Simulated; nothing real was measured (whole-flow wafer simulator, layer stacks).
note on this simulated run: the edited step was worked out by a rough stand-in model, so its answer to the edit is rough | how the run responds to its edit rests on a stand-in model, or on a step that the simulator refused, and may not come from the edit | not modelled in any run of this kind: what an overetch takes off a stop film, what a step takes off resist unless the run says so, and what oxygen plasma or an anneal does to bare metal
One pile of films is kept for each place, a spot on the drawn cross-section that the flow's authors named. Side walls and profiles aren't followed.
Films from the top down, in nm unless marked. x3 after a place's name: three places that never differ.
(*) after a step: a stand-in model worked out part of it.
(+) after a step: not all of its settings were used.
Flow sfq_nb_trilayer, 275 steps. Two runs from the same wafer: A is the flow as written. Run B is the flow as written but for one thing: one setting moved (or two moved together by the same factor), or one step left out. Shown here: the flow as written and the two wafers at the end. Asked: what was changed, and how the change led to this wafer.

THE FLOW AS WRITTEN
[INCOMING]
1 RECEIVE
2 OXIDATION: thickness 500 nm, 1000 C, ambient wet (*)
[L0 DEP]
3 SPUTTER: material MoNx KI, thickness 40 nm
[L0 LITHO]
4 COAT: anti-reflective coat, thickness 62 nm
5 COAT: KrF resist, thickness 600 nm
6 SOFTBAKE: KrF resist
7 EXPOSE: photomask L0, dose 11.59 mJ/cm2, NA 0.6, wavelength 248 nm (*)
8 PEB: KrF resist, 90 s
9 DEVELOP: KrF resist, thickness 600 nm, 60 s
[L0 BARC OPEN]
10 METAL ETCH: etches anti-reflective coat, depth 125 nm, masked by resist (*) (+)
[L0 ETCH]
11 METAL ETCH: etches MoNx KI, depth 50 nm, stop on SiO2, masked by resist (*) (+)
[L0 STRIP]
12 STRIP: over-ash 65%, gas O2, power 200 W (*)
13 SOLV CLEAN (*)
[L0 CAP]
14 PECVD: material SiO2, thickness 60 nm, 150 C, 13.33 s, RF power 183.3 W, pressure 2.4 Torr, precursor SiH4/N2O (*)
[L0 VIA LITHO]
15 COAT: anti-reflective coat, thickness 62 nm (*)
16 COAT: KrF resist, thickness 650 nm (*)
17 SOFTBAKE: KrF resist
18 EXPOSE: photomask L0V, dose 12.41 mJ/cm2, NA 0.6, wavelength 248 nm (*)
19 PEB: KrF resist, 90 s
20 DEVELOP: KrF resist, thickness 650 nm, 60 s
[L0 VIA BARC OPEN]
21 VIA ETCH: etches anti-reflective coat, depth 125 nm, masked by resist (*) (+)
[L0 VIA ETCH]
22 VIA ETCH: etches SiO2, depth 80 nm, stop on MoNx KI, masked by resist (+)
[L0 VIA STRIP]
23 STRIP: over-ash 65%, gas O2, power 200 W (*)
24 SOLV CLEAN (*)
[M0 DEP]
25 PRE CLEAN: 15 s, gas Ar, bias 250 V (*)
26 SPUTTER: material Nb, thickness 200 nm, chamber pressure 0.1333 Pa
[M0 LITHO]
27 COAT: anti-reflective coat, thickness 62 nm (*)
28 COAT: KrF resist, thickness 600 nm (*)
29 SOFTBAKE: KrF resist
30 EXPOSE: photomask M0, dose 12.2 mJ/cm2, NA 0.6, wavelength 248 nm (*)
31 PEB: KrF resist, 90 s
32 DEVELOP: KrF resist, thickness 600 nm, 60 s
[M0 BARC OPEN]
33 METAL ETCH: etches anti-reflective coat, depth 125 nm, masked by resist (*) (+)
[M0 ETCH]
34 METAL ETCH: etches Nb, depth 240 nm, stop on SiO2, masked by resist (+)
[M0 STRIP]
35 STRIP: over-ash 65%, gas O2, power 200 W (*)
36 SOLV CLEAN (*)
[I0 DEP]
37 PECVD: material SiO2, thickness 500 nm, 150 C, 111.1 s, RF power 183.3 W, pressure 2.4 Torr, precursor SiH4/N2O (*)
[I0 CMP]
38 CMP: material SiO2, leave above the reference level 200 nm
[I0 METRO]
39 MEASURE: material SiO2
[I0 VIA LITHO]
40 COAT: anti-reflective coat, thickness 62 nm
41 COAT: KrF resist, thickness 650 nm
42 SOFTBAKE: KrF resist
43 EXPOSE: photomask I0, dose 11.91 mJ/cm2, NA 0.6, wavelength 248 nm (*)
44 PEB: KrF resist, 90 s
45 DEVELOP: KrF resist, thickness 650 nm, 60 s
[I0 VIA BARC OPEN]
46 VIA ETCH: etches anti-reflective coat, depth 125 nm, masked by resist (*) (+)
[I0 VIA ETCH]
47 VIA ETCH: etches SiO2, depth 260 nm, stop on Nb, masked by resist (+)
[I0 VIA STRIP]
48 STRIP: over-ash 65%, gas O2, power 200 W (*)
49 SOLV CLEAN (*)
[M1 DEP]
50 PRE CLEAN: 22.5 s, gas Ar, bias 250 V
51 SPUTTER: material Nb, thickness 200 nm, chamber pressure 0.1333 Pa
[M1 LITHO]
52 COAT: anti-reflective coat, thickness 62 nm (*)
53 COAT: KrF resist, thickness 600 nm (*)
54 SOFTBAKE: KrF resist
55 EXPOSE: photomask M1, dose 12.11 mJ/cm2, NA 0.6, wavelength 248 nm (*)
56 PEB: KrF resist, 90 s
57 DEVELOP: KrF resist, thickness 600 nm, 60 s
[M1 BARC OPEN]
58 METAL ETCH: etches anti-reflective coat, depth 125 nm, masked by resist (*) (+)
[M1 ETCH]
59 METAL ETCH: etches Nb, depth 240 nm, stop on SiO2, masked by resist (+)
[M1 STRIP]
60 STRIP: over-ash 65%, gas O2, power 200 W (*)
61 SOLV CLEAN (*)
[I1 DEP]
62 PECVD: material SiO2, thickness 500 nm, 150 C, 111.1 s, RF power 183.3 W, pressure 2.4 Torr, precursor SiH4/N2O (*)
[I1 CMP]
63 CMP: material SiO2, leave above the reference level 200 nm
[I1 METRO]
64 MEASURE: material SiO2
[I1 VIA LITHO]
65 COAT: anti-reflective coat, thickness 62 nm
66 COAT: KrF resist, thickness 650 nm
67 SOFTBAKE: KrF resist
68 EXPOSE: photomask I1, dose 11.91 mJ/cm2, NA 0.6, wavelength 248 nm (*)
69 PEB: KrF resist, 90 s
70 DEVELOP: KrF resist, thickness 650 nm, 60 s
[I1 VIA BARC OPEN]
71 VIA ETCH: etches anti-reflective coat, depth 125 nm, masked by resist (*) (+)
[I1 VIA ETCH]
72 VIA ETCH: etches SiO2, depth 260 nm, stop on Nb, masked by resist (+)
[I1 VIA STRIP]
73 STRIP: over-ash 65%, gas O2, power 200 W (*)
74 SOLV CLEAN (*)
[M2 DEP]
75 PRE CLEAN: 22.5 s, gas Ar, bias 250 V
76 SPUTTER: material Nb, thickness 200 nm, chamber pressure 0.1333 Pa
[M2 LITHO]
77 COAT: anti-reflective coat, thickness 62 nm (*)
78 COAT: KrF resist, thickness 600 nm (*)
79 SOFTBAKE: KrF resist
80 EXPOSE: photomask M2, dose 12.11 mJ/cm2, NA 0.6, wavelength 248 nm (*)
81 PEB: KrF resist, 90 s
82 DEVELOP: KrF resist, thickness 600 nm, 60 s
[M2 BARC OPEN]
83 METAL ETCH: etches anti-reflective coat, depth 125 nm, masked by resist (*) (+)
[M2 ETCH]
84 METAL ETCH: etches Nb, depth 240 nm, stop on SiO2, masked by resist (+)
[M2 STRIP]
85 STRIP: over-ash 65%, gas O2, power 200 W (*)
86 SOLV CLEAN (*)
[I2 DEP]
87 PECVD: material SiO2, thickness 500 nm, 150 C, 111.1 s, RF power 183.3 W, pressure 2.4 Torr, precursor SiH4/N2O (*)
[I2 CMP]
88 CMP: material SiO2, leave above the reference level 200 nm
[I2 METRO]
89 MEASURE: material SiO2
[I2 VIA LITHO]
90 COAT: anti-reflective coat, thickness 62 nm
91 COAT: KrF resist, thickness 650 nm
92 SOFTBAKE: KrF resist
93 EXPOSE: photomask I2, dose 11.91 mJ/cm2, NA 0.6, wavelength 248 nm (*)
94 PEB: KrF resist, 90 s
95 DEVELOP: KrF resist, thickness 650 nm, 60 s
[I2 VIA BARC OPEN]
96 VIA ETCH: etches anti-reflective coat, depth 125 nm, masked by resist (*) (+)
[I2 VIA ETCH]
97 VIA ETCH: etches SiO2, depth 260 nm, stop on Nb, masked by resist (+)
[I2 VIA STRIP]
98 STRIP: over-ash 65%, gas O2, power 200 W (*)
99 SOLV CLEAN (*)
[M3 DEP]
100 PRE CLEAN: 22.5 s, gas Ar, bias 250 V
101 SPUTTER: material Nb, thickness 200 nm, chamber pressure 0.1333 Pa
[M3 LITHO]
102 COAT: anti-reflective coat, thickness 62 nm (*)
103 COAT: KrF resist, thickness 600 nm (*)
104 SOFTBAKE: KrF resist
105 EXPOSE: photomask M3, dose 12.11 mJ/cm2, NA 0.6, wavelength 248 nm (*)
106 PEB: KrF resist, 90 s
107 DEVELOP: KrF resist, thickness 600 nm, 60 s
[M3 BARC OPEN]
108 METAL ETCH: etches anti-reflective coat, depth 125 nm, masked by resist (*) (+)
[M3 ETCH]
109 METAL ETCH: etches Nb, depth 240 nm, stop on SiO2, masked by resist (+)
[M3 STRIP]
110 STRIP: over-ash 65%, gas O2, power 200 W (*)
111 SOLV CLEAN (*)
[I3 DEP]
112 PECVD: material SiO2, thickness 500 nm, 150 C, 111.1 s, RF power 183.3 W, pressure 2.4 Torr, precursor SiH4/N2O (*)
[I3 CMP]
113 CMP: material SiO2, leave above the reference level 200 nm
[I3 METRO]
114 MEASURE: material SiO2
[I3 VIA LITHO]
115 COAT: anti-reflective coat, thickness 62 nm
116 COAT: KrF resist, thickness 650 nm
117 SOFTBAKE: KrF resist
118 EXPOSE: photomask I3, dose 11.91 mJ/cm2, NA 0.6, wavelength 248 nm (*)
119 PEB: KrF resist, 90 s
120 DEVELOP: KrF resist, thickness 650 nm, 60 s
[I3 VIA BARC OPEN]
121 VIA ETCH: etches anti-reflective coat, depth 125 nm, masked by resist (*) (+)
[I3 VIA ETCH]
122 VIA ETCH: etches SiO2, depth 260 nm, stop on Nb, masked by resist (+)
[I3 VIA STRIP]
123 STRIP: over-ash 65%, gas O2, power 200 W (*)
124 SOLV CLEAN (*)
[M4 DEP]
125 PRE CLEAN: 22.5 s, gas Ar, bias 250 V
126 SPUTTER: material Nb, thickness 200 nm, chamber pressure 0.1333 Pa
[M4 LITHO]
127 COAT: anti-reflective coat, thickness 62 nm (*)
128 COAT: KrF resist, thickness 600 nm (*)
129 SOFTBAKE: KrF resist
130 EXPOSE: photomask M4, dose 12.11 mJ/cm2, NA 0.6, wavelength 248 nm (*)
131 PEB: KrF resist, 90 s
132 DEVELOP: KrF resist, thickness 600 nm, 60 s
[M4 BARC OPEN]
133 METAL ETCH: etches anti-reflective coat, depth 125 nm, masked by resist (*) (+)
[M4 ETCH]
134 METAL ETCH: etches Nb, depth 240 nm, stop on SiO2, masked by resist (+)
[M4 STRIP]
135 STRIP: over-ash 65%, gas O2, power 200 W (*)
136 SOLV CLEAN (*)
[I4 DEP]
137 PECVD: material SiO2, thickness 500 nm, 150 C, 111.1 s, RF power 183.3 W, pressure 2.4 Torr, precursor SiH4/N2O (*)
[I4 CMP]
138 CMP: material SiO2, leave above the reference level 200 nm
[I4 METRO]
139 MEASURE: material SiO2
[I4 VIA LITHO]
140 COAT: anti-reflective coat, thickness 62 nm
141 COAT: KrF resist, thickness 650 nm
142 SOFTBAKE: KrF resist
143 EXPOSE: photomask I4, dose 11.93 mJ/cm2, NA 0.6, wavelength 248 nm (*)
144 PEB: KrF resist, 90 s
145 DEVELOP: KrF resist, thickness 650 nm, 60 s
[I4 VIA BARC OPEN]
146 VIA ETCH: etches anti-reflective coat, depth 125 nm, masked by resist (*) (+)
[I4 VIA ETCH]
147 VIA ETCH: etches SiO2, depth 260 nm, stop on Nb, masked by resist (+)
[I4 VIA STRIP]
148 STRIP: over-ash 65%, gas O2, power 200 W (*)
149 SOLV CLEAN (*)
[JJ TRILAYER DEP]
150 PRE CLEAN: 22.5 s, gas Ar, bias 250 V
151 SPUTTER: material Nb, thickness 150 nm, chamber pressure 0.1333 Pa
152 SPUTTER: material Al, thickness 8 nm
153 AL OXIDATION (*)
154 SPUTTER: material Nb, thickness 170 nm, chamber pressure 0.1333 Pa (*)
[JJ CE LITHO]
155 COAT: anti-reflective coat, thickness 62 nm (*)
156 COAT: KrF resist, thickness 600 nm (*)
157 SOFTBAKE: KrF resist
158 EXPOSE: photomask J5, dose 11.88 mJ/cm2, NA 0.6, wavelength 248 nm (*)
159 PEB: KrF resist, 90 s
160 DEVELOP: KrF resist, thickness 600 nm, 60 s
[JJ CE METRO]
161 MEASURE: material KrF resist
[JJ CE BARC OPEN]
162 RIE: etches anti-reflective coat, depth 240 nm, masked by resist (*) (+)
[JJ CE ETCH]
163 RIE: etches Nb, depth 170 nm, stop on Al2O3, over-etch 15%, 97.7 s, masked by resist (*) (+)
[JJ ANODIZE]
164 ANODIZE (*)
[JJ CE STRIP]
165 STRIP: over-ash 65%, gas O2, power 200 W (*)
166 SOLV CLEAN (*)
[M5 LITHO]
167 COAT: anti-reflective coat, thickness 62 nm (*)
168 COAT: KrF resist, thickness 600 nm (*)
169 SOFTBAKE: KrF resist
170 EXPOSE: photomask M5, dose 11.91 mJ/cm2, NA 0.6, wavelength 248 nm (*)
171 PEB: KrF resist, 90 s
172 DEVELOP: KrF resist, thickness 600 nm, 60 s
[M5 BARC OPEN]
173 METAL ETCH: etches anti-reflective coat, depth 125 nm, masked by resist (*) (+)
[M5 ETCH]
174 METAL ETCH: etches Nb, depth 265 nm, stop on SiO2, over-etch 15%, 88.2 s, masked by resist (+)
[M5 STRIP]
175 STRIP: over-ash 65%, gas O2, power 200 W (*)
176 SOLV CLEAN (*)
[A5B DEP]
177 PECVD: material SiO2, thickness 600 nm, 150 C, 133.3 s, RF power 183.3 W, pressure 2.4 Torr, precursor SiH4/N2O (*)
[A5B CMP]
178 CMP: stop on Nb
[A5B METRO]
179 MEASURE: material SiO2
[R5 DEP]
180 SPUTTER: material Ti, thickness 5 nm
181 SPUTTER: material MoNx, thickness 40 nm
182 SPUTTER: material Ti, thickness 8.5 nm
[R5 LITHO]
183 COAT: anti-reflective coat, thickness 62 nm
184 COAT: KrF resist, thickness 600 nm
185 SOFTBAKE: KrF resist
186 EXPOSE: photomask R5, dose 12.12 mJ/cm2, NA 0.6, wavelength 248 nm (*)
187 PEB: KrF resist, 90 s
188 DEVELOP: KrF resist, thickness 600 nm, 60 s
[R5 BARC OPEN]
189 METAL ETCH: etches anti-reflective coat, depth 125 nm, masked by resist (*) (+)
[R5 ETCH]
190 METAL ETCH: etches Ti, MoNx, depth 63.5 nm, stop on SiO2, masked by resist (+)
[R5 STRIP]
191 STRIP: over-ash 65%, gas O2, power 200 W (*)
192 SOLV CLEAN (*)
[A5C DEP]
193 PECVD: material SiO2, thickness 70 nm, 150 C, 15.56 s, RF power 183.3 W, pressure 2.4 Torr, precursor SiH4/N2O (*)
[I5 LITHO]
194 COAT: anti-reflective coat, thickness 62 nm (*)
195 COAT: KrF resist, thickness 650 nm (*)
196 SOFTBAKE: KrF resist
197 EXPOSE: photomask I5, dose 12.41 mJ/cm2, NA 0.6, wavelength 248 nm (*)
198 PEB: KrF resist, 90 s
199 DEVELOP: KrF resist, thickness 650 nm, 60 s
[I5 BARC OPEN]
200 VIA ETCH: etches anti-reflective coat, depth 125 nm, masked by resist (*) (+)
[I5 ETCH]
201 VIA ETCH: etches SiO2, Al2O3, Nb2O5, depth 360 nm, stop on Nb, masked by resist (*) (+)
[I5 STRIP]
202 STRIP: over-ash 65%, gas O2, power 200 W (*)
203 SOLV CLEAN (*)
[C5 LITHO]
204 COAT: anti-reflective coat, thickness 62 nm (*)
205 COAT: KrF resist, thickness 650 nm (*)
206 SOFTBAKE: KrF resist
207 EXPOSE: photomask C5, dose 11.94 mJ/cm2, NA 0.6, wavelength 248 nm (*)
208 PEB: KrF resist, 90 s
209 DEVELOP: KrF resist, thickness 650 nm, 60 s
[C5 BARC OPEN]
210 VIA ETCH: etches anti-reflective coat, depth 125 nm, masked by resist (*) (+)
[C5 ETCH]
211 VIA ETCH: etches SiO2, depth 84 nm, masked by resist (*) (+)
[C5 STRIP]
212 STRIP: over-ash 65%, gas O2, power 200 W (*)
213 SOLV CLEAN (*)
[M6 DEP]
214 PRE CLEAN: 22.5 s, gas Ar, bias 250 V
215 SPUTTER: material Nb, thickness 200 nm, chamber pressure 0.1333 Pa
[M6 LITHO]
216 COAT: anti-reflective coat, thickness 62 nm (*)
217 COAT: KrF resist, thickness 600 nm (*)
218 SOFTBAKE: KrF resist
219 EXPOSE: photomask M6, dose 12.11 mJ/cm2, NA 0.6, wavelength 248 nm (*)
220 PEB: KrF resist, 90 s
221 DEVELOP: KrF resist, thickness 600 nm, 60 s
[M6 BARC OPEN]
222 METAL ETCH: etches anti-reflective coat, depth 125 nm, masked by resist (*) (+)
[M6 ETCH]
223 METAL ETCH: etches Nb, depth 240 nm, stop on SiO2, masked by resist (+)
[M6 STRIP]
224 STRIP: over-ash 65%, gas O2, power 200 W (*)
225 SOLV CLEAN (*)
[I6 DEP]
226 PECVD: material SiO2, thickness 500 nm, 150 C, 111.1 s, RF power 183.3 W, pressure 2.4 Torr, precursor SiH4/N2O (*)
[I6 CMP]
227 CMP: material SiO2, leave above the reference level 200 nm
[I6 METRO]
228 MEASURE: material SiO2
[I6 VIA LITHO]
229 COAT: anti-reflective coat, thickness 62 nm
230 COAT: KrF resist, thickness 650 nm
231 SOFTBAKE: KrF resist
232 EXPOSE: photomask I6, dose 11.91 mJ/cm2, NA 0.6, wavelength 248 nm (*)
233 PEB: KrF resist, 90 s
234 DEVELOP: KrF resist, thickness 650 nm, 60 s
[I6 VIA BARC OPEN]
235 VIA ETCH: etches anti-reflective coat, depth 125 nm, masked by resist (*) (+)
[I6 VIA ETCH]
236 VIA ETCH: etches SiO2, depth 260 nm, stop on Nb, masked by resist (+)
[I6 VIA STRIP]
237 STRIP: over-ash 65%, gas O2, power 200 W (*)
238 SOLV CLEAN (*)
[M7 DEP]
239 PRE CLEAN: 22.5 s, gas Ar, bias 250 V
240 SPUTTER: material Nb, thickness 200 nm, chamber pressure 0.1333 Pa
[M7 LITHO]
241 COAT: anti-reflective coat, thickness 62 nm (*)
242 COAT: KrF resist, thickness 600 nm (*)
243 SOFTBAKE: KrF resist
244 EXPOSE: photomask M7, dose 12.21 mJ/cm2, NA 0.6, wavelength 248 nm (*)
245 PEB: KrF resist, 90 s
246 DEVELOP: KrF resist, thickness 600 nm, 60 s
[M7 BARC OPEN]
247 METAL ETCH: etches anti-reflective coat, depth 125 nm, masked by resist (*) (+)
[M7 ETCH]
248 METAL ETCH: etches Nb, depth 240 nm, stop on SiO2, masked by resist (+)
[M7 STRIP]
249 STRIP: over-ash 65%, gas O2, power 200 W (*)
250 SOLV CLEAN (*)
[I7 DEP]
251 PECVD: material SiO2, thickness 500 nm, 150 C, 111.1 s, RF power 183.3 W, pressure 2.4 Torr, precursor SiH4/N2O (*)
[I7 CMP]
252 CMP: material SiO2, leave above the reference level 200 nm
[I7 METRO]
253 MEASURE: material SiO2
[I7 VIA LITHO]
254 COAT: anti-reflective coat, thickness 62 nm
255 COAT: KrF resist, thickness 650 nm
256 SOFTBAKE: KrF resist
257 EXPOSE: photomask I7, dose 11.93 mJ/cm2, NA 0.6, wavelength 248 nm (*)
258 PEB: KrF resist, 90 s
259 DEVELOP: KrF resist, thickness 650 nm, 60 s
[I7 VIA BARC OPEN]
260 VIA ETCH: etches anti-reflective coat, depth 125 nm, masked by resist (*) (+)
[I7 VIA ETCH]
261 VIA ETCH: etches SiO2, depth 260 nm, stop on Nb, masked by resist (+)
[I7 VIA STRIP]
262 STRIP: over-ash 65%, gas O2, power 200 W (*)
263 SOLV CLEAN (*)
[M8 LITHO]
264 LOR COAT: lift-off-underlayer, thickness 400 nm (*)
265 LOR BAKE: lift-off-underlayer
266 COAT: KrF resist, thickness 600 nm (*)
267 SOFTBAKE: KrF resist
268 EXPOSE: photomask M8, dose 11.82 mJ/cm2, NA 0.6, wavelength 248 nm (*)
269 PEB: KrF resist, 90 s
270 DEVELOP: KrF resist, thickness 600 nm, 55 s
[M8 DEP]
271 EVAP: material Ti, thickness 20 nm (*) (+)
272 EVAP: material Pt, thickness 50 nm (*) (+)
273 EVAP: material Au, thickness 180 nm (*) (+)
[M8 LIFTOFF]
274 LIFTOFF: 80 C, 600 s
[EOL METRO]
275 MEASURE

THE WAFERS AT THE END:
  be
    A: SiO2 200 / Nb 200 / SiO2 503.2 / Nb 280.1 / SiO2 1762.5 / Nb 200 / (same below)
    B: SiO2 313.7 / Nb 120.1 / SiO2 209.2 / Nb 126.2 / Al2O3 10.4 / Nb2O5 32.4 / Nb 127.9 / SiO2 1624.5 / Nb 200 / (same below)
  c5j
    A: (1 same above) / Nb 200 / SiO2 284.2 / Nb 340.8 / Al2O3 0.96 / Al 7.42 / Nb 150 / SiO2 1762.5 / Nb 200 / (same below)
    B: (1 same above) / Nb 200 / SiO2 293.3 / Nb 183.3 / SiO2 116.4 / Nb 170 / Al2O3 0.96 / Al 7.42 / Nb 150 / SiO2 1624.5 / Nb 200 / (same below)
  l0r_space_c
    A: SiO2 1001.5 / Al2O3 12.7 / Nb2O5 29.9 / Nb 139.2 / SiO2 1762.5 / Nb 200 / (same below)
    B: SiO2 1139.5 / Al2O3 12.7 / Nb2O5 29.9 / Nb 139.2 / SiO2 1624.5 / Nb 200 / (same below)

The cause: step 137, PECVD: thickness 262 nm was run, where the flow has thickness 500 nm; step 137, PECVD: 58.33 s was run, where the flow has 111.1 s.

How the change led to this, step by step:
  137 PECVD: material SiO2, thickness 500 nm, 150 C, 111.1 s, RF power 183.3 W, pressure 2.4 Torr, precursor SiH4/N2O (*)
      field_l, be, be_sur and 55 more: A SiO2 +500 | B SiO2 +262
      v_sur, via_wl, via_w and 35 more: A SiO2 +500 (new film) | B SiO2 +262 (new film)
      (and at 10 more places)
  138 CMP: material SiO2, leave above the reference level 200 nm
      field_l, be, be_sur and 55 more: A SiO2 -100 | B nothing
      p3_s0, p3_s1, p3_s2, p3_s3, p3_s4, p3_s5: A SiO2 -157.1 | B nothing
      (and at 42 more places)
  140 COAT: anti-reflective coat, thickness 62 nm
      gap, jj_sur, ce_r, sp_r, be_r, r_sur, r_end, moat: A anti-reflective coat +62 (new film) | B anti-reflective coat +64.1 (new film)
      ce_l, c5j, res, l0r_line_r: A anti-reflective coat +62 (new film) | B anti-reflective coat +64.2 (new film)
      (and at 76 more places)
  141 COAT: KrF resist, thickness 650 nm
      be, l0v, r5r_line_c: A KrF resist +650 (new film) | B KrF resist +669.1 (new film)
      m0r_line_l, m6r_line_l, m7r_line_l: A KrF resist +650 (new film) | B KrF resist +677.6 (new film)
      (and at 78 more places)
  145 DEVELOP: KrF resist, thickness 650 nm, 60 s
      via_wl: A KrF resist -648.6 (all of it) | B KrF resist -594.1 (all of it)
      via_w: A KrF resist -648.6 (all of it) | B KrF resist -600.6 (all of it)
      (and at 1 more place)
  146 VIA ETCH: etches anti-reflective coat, depth 125 nm, masked by resist (*) (+)
      field_l, v_sur, via_sp and 100 more: A KrF resist -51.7 | B KrF resist -42.8
      via_w, via_wr: A anti-reflective coat -62 (all of it), SiO2 -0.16 | B anti-reflective coat -51.4 (all of it), SiO2 -0.13
      (and at 1 more place)
  148 STRIP: over-ash 65%, gas O2, power 200 W (*)
      m0r_line_l, m6r_line_l, m7r_line_l: A KrF resist -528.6 (all of it), anti-reflective coat -62 (all of it) | B KrF resist -565 (all of it), anti-reflective coat -62.5 (all of it)
      m0r_space_l, m6r_space_l, m7r_space_l: A KrF resist -528.6 (all of it), anti-reflective coat -62 (all of it) | B KrF resist -554.4 (all of it), anti-reflective coat -79.6 (all of it)
      (and at 89 more places)
  151 SPUTTER: material Nb, thickness 150 nm, chamber pressure 0.1333 Pa
      lsp_r, l0_sur, l0v: A Nb +150 (new film) | B Nb +144.9 (new film)
      be, lsp_l: A Nb +150 (new film) | B Nb +139.5 (new film)
      (and at 1 more place)
  152 SPUTTER: material Al, thickness 8 nm
      be, lsp_l: A Al +8 (new film) | B Al +7.44 (new film)
      via_v: A Al +8 (new film) | B Al +6.21 (new film)
  154 SPUTTER: material Nb, thickness 170 nm, chamber pressure 0.1333 Pa (*)
      lsp_r, l0_sur, l0v: A Nb +170 (new film) | B Nb +164.2 (new film)
      be, lsp_l: A Nb +170 (new film) | B Nb +157.2 (new film)
      (and at 1 more place)
  155 COAT: anti-reflective coat, thickness 62 nm (*)
      m0r_space_l, m0r_space_r, m6r_space_l, m6r_space_r, m7r_space_l, m7r_space_r: A anti-reflective coat +62 (new film) | B anti-reflective coat +77.5 (new film)
      c5j, ce_r, sp_r, be_r: A anti-reflective coat +61.5 (new film) | B anti-reflective coat +63.5 (new film)
      (and at 80 more places)
  156 COAT: KrF resist, thickness 600 nm (*)
      m0r_space_l, m0r_space_r, m6r_space_l, m6r_space_r, m7r_space_l, m7r_space_r, m8r_pad_w: A KrF resist +600 (new film) | B KrF resist +617.7 (new film)
      m0r_line_l, m0r_line_r, m6r_line_l, m6r_line_r, m7r_line_l, m7r_line_r: A KrF resist +600 (new film) | B KrF resist +625.3 (new film)
      (and at 69 more places)
  160 DEVELOP: KrF resist, thickness 600 nm, 60 s
      m0r_space_l, m0r_space_r, m6r_space_l, m6r_space_r, m7r_space_l, m7r_space_r, m8r_pad_w: A KrF resist -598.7 (all of it) | B KrF resist -616.4 (all of it)
      m0r_line_l, m0r_line_r, m6r_line_l, m6r_line_r, m7r_line_l, m7r_line_r: A KrF resist -598.7 (all of it) | B KrF resist -624 (all of it)
      (and at 68 more places)
  162 RIE: etches anti-reflective coat, depth 240 nm, masked by resist (*) (+)
      m0r_space_l, m0r_space_r, m6r_space_l, m6r_space_r, m7r_space_l, m7r_space_r: A anti-reflective coat -62 (all of it) | B anti-reflective coat -77.5 (all of it)
      ce_l, c5j, ce_r, wl_jj: A KrF resist -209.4 | B KrF resist -203.4
      (and at 80 more places)
  163 RIE: etches Nb, depth 170 nm, stop on Al2O3, over-etch 15%, 97.7 s, masked by resist (*) (+)
      be, lsp_l: A Nb -170 (all of it), Al2O3 -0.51 | B Nb -157.2 (all of it), Al2O3 -0.96 (all of it)
      via_v: A Nb -170 (all of it), Al2O3 -0.51 | B Nb -128.5 (all of it), Al2O3 -0.96 (all of it)
      (and at 3 more places)
  164 ANODIZE (*)
      be, lsp_l: A Al2O3 +12.2, Nb2O5 +29.9 (new film), Al -7.42 (all of it), Nb -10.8 | B Al2O3 +11.3 (new film), Nb2O5 +32.4 (new film), Al -6.86 (all of it), Nb -11.7
      via_v: A Al2O3 +12.2, Nb2O5 +29.9 (new film), Al -7.42 (all of it), Nb -10.8 | B Al2O3 +9.29 (new film), Nb2O5 +36 (new film), Al -5.63 (all of it), Nb -13
      (and at 3 more places)
  ... 46 more steps ...
  274 LIFTOFF: 80 C, 600 s
      be: A Au -180 (all of it), Pt -50 (all of it), Ti -20 (all of it), KrF resist -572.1 (all of it), lift-off-underlayer -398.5 (all of it) | B Au -180 (all of it), Pt -50 (all of it), Ti -20 (all of it), KrF resist -613.7 (all of it), lift-off-underlayer -716.8 (all of it)
      be_sur: A Au -180 (all of it), Pt -50 (all of it), Ti -20 (all of it), KrF resist -572.6 (all of it), lift-off-underlayer -398.9 (all of it) | B Au -180 (all of it), Pt -50 (all of it), Ti -20 (all of it), KrF resist -587.2 (all of it), lift-off-underlayer -366.3 (all of it)
      (and at 1 more place)
Counting metal films that touch as one body, be has 4 bodies (between them, from the top down: SiO2 209.2; Al2O3 10.4 / Nb2O5 32.4; SiO2 1624.5); the flow as written gives 3 bodies (between them, from the top down: SiO2 503.2; SiO2 1762.5).
Counting metal films that touch as one body, c5j has 5 bodies (between them, from the top down: SiO2 293.3; SiO2 116.4; Al2O3 0.96; SiO2 1624.5); the flow as written gives 4 bodies (between them, from the top down: SiO2 284.2; Al2O3 0.96; SiO2 1762.5).
